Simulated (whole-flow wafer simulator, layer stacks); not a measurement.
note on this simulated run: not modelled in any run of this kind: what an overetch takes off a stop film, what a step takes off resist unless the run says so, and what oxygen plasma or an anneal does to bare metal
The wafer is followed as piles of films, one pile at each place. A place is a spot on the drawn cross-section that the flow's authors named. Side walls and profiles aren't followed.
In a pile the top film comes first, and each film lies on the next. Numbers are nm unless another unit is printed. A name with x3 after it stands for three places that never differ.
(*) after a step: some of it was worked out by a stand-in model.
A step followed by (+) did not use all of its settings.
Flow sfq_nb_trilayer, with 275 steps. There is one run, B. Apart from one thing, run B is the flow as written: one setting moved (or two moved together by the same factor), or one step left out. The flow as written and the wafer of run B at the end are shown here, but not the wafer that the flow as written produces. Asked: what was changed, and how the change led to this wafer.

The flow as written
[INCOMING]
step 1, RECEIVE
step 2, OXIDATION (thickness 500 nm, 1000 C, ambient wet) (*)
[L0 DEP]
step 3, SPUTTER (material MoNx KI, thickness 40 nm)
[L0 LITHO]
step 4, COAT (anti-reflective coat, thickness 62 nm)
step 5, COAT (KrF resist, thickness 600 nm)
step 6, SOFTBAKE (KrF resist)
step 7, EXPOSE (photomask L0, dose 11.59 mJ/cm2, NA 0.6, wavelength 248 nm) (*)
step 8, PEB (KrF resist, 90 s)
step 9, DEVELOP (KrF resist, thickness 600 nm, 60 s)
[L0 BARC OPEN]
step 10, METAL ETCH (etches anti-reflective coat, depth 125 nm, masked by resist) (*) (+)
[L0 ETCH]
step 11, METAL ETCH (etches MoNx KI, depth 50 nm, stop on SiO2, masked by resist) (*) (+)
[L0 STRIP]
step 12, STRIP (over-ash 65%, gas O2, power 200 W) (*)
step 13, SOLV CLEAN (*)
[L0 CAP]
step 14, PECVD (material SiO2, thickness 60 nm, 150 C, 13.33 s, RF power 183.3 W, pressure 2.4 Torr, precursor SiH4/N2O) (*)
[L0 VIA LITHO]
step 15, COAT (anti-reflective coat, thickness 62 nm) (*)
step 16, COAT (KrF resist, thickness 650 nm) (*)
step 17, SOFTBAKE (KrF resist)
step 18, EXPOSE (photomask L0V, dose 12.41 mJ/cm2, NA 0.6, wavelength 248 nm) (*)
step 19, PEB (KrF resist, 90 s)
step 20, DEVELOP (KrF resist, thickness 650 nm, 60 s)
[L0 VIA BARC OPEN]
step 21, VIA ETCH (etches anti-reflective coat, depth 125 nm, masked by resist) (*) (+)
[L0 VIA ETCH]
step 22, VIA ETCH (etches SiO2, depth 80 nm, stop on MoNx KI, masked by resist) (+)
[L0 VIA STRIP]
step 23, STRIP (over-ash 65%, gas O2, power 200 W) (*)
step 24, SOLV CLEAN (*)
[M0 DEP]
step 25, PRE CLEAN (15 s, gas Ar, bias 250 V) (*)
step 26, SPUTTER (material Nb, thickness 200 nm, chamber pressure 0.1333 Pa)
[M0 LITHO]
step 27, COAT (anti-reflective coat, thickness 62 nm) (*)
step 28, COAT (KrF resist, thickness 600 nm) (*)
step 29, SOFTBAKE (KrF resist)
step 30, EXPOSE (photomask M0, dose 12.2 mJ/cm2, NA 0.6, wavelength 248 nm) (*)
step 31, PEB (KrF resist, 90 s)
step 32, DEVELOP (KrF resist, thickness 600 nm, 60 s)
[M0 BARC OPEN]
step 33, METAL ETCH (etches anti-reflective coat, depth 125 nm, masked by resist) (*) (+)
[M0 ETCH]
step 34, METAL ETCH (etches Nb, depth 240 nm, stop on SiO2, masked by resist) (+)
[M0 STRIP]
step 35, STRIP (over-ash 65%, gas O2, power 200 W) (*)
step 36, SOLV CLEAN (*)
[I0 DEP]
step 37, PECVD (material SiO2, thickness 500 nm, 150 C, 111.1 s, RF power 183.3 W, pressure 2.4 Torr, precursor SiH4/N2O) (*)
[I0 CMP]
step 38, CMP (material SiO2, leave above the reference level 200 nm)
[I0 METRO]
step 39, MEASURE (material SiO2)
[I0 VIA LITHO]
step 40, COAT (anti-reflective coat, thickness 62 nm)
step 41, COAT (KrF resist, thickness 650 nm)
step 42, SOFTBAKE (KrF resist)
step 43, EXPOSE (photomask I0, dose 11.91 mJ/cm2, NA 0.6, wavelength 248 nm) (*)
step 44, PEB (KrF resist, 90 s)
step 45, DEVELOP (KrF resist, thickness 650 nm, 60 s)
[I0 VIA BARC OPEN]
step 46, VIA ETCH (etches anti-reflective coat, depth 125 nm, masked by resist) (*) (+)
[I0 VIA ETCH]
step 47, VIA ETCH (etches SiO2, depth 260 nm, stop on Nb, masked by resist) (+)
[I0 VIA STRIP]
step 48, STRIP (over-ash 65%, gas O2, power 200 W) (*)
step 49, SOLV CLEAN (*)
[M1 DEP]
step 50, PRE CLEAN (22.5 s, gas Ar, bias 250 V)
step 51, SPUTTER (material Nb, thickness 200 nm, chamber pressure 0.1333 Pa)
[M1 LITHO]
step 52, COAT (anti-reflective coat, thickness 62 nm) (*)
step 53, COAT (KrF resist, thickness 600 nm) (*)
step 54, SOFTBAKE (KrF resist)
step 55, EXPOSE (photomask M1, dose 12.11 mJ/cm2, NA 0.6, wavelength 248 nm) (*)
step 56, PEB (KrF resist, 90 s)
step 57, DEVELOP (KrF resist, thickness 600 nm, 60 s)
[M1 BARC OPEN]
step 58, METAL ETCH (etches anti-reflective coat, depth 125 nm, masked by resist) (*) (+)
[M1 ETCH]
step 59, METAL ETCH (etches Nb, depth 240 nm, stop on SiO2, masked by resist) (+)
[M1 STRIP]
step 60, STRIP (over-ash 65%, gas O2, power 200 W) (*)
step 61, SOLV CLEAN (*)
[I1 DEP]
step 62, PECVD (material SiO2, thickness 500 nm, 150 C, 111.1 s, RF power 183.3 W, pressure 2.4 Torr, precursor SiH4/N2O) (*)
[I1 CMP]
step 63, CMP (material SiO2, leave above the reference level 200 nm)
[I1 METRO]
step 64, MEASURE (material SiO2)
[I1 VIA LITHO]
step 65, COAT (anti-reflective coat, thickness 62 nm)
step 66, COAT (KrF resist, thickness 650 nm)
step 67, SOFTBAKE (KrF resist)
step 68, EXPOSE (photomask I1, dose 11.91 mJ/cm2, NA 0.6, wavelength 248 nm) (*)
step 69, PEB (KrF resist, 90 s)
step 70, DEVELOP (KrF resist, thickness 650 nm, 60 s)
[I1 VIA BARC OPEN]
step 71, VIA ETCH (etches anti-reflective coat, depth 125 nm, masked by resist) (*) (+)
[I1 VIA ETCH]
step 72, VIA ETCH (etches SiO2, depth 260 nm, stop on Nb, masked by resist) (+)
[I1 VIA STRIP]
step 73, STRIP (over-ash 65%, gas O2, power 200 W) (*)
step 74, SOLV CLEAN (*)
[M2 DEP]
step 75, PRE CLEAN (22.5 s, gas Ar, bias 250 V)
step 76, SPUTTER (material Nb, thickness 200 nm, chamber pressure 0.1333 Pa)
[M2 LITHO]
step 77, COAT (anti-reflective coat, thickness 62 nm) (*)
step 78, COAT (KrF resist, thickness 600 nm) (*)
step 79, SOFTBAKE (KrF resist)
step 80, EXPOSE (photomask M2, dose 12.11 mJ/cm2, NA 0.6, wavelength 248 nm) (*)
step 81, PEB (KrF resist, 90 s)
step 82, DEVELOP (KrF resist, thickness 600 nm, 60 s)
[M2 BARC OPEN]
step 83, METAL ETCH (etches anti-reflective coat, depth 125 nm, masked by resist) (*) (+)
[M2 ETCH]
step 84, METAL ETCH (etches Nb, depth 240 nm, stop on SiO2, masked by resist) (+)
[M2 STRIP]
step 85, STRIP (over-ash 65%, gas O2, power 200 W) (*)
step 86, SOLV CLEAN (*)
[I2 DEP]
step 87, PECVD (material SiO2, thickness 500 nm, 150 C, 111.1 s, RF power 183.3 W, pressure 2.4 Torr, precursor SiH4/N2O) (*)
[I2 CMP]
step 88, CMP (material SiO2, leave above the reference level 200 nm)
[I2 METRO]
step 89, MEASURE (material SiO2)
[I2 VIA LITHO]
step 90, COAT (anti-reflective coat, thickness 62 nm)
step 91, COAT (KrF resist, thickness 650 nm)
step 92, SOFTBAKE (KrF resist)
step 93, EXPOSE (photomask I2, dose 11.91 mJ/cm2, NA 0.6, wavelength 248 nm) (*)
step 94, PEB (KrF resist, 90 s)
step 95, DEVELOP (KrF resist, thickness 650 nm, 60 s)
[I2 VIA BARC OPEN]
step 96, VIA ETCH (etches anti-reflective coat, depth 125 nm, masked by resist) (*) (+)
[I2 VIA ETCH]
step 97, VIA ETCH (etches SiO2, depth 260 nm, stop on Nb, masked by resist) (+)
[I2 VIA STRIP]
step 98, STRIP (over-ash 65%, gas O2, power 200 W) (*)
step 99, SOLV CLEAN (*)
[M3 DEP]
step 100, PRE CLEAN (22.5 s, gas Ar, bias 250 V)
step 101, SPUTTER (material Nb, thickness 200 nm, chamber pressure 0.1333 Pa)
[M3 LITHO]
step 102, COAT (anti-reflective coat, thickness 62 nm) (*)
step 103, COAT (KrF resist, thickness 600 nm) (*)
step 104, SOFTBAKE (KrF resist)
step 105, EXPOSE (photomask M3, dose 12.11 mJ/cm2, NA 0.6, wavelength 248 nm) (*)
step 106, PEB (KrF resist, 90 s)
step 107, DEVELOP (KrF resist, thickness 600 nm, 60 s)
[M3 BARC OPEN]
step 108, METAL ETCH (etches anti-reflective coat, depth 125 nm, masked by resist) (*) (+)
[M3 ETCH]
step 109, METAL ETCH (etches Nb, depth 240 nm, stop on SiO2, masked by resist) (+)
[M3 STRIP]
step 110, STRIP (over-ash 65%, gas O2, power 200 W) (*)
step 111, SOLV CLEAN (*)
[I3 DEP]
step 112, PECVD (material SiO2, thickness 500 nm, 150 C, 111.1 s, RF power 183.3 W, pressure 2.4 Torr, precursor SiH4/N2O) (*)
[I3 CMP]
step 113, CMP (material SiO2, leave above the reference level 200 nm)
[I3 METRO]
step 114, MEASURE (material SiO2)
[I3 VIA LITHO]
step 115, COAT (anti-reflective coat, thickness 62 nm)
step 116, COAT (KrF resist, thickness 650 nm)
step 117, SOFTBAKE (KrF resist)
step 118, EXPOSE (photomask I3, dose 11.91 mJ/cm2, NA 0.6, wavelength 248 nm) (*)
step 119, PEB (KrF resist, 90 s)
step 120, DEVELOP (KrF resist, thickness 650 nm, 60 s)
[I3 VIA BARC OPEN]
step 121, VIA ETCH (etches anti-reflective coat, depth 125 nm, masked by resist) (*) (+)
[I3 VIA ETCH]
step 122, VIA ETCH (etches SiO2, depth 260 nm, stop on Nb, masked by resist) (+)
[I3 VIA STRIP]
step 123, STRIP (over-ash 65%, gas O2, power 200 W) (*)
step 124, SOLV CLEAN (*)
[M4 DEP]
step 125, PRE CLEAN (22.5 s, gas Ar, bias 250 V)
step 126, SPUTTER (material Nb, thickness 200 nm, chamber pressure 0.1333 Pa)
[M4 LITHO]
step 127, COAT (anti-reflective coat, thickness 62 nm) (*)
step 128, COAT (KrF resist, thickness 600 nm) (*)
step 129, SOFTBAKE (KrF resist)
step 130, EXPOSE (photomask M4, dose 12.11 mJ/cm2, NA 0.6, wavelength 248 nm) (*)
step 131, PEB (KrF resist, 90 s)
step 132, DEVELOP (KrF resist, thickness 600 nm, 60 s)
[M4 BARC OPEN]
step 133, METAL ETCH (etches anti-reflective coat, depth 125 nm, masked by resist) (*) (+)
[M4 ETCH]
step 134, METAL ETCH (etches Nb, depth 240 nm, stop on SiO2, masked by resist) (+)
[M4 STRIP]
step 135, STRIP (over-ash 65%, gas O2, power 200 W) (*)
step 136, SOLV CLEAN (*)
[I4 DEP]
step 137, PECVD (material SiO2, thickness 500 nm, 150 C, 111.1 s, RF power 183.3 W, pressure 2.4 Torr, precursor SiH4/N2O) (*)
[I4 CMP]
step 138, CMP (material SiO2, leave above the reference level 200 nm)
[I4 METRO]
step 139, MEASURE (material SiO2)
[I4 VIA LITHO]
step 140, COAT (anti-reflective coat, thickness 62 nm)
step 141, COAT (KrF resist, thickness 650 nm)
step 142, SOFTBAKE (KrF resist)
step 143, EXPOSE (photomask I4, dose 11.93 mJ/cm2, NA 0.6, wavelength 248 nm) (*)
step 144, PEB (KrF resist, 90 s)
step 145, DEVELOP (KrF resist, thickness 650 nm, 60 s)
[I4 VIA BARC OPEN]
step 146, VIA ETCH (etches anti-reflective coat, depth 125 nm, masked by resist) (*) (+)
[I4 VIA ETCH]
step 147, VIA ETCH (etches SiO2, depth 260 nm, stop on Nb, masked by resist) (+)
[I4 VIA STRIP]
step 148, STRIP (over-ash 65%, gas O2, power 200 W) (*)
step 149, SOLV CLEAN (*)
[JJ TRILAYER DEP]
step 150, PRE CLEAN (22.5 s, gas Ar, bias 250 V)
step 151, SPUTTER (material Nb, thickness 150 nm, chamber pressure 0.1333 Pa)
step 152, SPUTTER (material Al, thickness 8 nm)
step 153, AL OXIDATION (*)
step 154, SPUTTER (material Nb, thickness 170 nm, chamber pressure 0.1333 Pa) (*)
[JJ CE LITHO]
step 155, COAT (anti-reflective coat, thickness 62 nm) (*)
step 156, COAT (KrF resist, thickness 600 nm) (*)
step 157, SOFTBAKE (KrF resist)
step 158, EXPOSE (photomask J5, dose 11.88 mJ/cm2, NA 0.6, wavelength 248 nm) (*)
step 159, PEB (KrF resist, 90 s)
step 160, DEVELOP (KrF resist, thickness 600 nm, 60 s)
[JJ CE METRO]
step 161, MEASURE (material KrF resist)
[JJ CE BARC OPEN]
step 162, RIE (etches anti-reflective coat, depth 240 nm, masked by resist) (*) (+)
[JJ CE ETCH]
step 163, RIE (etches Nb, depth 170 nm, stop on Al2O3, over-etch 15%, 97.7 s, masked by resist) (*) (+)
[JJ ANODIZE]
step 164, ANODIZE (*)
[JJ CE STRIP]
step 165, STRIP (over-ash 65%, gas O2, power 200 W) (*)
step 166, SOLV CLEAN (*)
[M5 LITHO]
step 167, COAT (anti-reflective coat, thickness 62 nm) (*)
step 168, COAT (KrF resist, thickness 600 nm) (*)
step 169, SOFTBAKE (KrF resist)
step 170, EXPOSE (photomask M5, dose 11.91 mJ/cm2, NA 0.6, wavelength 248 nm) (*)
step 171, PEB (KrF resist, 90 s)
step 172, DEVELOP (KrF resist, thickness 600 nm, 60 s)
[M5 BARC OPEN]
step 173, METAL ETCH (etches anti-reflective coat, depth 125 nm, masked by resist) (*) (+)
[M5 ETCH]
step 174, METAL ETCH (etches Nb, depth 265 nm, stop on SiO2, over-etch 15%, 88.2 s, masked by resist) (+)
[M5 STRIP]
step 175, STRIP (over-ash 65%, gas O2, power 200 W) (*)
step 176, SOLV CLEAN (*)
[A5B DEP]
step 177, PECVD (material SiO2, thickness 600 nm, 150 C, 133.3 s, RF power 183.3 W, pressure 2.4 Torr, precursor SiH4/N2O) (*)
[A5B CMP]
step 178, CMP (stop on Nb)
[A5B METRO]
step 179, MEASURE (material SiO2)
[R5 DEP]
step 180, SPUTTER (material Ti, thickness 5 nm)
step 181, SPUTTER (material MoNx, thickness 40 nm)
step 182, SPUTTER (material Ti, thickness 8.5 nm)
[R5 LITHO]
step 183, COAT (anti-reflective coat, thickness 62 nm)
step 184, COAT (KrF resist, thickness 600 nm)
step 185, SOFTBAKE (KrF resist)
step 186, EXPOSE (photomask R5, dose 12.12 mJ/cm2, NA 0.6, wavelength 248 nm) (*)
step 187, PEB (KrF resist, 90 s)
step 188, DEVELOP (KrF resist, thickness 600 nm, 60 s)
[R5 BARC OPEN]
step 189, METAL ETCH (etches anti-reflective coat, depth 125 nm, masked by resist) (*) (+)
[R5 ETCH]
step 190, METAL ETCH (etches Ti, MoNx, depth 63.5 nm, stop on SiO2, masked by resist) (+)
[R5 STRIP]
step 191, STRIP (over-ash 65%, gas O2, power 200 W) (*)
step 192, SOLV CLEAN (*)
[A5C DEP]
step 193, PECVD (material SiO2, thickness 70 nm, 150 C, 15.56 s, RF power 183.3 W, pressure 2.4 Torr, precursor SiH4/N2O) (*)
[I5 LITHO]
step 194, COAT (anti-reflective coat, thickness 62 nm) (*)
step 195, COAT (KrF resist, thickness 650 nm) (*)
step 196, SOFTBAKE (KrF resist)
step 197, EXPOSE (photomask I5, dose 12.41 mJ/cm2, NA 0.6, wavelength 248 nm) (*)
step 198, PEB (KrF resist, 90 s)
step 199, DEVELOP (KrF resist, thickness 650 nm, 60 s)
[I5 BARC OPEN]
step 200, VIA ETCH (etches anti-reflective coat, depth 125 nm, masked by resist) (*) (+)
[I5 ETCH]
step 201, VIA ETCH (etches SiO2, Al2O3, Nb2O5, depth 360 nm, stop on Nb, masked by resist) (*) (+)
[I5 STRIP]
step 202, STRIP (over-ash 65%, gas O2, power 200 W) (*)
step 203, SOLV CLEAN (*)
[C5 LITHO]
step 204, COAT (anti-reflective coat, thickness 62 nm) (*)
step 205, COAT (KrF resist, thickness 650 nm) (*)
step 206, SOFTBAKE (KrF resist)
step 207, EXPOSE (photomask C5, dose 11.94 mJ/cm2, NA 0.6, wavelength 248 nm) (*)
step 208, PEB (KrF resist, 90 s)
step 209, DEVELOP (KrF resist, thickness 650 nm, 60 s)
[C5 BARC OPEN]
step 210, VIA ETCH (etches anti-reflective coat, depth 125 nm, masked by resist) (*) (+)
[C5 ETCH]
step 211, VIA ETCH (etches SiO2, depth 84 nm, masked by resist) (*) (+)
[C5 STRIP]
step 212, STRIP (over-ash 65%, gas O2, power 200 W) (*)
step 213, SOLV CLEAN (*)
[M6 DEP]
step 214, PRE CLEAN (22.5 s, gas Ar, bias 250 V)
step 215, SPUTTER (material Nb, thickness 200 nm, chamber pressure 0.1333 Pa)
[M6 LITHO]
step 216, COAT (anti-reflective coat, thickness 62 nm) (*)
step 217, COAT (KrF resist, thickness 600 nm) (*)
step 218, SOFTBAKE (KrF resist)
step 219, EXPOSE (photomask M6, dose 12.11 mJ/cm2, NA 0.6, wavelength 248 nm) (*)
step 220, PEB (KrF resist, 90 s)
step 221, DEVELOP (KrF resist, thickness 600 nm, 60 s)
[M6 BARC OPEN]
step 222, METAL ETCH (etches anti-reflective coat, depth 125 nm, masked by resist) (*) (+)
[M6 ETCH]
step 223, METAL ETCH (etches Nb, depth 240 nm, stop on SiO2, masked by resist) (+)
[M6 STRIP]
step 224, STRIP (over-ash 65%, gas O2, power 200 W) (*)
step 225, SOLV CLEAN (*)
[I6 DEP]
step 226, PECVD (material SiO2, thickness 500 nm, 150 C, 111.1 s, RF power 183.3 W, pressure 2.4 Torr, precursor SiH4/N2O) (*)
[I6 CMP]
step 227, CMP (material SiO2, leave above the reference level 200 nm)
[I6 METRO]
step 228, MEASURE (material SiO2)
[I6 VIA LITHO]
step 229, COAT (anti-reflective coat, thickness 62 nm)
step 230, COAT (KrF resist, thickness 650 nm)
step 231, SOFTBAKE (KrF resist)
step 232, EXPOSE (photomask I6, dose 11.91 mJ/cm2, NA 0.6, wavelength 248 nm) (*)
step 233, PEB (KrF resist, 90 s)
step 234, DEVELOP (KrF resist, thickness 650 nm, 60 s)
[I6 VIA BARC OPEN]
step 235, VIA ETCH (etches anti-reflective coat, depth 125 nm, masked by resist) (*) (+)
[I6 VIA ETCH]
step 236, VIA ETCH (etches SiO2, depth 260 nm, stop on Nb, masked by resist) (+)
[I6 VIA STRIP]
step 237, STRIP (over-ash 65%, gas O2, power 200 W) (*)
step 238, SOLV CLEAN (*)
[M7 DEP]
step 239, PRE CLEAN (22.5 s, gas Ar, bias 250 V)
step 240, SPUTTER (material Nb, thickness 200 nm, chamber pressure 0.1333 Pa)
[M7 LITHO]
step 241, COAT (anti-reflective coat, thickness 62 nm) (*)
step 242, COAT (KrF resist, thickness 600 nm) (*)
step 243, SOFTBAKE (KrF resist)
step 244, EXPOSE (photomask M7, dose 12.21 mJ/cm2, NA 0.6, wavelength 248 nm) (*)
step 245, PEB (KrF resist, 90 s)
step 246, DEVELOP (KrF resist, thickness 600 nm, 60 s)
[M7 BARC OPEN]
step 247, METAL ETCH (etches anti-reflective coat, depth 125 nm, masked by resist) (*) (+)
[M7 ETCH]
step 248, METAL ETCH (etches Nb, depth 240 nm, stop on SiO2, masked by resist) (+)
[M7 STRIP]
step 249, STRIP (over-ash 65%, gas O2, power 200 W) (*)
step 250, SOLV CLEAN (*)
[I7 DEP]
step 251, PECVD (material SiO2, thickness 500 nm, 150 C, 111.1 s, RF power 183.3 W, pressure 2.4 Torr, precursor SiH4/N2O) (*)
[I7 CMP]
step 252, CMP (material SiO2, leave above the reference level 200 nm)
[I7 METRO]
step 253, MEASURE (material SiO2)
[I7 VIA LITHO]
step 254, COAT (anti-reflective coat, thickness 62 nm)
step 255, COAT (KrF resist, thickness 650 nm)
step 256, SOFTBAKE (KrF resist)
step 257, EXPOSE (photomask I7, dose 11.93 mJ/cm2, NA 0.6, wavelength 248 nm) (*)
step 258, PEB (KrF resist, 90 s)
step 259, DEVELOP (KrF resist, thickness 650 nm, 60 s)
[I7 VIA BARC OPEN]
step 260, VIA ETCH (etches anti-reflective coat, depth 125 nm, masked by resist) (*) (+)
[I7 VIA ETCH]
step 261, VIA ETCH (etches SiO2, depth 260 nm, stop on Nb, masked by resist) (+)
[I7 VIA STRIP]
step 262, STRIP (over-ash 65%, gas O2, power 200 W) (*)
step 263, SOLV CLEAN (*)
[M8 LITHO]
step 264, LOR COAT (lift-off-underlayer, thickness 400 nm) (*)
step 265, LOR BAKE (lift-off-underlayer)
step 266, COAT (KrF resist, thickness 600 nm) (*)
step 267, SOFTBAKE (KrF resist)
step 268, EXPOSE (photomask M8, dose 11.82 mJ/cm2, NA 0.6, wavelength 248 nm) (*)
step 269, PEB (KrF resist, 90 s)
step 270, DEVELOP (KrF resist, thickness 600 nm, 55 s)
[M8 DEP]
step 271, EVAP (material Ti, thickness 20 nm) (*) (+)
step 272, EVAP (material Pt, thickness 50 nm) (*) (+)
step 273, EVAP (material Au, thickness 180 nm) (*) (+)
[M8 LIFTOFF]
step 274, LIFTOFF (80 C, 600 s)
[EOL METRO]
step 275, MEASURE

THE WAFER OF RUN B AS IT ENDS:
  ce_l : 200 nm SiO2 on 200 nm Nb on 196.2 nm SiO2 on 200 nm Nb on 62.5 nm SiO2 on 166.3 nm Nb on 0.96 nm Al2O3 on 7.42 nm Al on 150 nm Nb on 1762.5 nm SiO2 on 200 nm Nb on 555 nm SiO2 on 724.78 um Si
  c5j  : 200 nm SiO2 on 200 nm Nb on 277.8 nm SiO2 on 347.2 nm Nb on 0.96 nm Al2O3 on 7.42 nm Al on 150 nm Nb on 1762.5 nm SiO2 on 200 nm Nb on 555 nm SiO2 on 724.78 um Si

Cause: step 190, METAL ETCH: depth 57.15 nm was run, while the flow as written has depth 63.5 nm.

The path from the change to this, step by step:
  step 190, METAL ETCH (etches Ti, MoNx, depth 63.5 nm, stop on SiO2, masked by resist) (+)
      be_r, r_sur, res, r_end, r5r_line_l, r5r_line_c, r5r_line_r: KrF resist loses 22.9 (it would be, as written: KrF resist loses 25.4)
      ce_l, c5j, ce_r, wl_jj: Ti loses 8.5 (all of it), MoNx loses 40 (all of it), Ti loses 5 (all of it), Nb loses 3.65 (it would be, as written: Ti loses 8.5 (all of it), MoNx loses 40 (all of it), Ti loses 5 (all of it), Nb loses 10)
  step 194, COAT (anti-reflective coat, thickness 62 nm) (*)
      ce_l: anti-reflective coat gains 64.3 (new film) (it would be, as written: anti-reflective coat gains 67.2 (new film))
      c5j: anti-reflective coat gains 63.3 (new film) (it would be, as written: anti-reflective coat gains 64.9 (new film))
      (as well as at 3 more places)
  step 202, STRIP (over-ash 65%, gas O2, power 200 W) (*)
      ce_l: KrF resist loses 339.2 (all of it), anti-reflective coat loses 64.3 (all of it) (it would be, as written: KrF resist loses 341.5 (all of it), anti-reflective coat loses 67.2 (all of it))
      c5j: KrF resist loses 342.5 (all of it), anti-reflective coat loses 63.3 (all of it) (it would be, as written: KrF resist loses 345.8 (all of it), anti-reflective coat loses 64.9 (all of it))
      (as well as at 3 more places)
  step 204, COAT (anti-reflective coat, thickness 62 nm) (*)
      ce_l: anti-reflective coat gains 63.2 (new film) (it would be, as written: anti-reflective coat gains 66 (new film))
      c5j: anti-reflective coat gains 62.3 (new film) (it would be, as written: anti-reflective coat gains 63.9 (new film))
      (as well as at 2 more places)
  step 210, VIA ETCH (etches anti-reflective coat, depth 125 nm, masked by resist) (*) (+)
      c5j: anti-reflective coat loses 62.3 (all of it), SiO2 loses 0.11 (it would be, as written: anti-reflective coat loses 63.9 (all of it), SiO2 loses 0.11)
  step 212, STRIP (over-ash 65%, gas O2, power 200 W) (*)
      ce_l: KrF resist loses 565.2 (all of it), anti-reflective coat loses 63.2 (all of it) (it would be, as written: KrF resist loses 567.4 (all of it), anti-reflective coat loses 66 (all of it))
      ce_r: KrF resist loses 571.6 (all of it), anti-reflective coat loses 64.2 (all of it) (it would be, as written: KrF resist loses 573.7 (all of it), anti-reflective coat loses 67.2 (all of it))
      (as well as at 1 more place)
  step 216, COAT (anti-reflective coat, thickness 62 nm) (*)
      jj_sur: anti-reflective coat gains 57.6 (new film) (it would be, as written: anti-reflective coat gains 56.1 (new film))
      ce_l: anti-reflective coat gains 46.1 (new film) (it would be, as written: anti-reflective coat gains 48 (new film))
      (as well as at 3 more places)
  step 224, STRIP (over-ash 65%, gas O2, power 200 W) (*)
      jj_sur: KrF resist loses 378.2 (all of it), anti-reflective coat loses 57.6 (all of it) (it would be, as written: KrF resist loses 378.5 (all of it), anti-reflective coat loses 56.1 (all of it))
      ce_l: KrF resist loses 394.1 (all of it), anti-reflective coat loses 46.1 (all of it) (it would be, as written: KrF resist loses 397.1 (all of it), anti-reflective coat loses 48 (all of it))
      (as well as at 3 more places)
  step 227, CMP (material SiO2, leave above the reference level 200 nm)
      ce_l, ce_r, wl_jj: SiO2 loses 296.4 (it would be, as written: SiO2 loses 290)
      c5j: SiO2 loses 229.4 (it would be, as written: SiO2 loses 223)
